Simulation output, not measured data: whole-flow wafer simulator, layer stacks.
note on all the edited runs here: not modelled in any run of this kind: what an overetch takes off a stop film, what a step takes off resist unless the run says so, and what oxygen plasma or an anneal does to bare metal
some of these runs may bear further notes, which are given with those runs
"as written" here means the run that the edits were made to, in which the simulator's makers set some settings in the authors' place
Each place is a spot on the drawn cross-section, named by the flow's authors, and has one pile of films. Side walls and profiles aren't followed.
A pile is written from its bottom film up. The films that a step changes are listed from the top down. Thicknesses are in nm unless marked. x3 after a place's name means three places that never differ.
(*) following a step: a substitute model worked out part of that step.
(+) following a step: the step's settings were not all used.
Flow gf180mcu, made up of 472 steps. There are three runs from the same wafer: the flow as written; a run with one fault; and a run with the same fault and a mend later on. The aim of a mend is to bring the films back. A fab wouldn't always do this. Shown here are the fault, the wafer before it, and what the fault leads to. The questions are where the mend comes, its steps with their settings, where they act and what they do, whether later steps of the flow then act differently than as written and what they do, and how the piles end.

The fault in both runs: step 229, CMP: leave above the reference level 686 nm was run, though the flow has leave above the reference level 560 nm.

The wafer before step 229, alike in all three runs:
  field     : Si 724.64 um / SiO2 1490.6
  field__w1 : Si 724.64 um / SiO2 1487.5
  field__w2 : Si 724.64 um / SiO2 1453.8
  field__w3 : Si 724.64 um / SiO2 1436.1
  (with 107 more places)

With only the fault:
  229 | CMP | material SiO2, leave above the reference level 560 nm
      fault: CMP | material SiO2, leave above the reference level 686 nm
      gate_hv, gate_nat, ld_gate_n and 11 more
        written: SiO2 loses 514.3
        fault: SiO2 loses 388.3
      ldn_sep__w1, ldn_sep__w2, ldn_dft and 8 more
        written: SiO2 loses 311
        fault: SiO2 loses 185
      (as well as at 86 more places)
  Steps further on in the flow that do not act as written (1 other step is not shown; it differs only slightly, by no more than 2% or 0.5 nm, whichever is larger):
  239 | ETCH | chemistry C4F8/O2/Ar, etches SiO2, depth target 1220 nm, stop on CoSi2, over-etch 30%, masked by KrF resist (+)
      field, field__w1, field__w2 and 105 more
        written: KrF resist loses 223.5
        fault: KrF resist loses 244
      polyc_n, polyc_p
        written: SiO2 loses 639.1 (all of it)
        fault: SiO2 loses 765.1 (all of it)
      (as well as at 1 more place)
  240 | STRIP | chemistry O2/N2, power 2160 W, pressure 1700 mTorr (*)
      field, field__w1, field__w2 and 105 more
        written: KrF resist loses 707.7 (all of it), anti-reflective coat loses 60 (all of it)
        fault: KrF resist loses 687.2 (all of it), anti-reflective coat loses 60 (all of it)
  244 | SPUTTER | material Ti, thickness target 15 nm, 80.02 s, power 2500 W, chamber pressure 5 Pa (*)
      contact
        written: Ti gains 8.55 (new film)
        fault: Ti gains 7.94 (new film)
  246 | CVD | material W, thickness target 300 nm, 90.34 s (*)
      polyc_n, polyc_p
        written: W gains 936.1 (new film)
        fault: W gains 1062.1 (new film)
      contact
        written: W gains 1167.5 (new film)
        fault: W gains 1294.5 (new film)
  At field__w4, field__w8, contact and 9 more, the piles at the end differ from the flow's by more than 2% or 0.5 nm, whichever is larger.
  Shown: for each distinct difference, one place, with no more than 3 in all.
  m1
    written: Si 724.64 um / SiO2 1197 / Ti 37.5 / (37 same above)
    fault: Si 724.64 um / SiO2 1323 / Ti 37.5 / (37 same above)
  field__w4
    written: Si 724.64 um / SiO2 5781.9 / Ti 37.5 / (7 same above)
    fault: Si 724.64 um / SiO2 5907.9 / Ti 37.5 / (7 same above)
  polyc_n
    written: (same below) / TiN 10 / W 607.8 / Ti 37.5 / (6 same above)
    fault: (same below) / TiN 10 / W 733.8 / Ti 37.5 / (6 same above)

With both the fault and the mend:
  After step 237 comes the mend.
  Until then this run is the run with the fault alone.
  237a | STRIP | chemistry O2/N2, power 2160 W, pressure 1700 mTorr (*)
      field, field__w1, field__w2 and 105 more
        KrF resist loses 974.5 (all of it), anti-reflective coat loses 60 (all of it)
      contact, polyc_n, polyc_p
        anti-reflective coat loses 60 (all of it)
  237b | CMP | material SiO2, leave above the reference level 560 nm (a further turn of the flow's step 229)
      field, field__w1, field__w2 and 108 more
        SiO2 loses 126
  237c | HMDS | 120 C, 60 s (a further turn of the flow's step 231)
      alters no film at any place that is followed
  237d | COAT | anti-reflective coat, thickness 60 nm, 182 C, 71 s (a further turn of the flow's step 232)
      field, field__w1, field__w2 and 108 more
        anti-reflective coat gains 60 (new film)
  237e | COAT | KrF resist, thickness 1000 nm (a further turn of the flow's step 233)
      field, field__w1, field__w2 and 108 more
        KrF resist gains 1000 (new film)
  237f | SOFTBAKE | KrF resist (a further turn of the flow's step 234)
      alters no film at any place that is followed
  237g | EXPOSE | photomask Contact (a further turn of the flow's step 235)
      alters no film at any place that is followed
  237h | PEB | KrF resist, 135 C, 90 s (a further turn of the flow's step 236)
      field, field__w1, field__w2 and 108 more
        KrF resist loses 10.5
  237i | DEVELOP | KrF resist, thickness 1000 nm, 60 s (a further turn of the flow's step 237)
      field, field__w1, field__w2 and 105 more
        KrF resist loses 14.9
      contact, polyc_n, polyc_p
        KrF resist loses 989.5 (all of it)
  Every later step of the flow that is run acts as written at every place that is followed.
  By the end, the piles equal the flow's at every place that both follow.
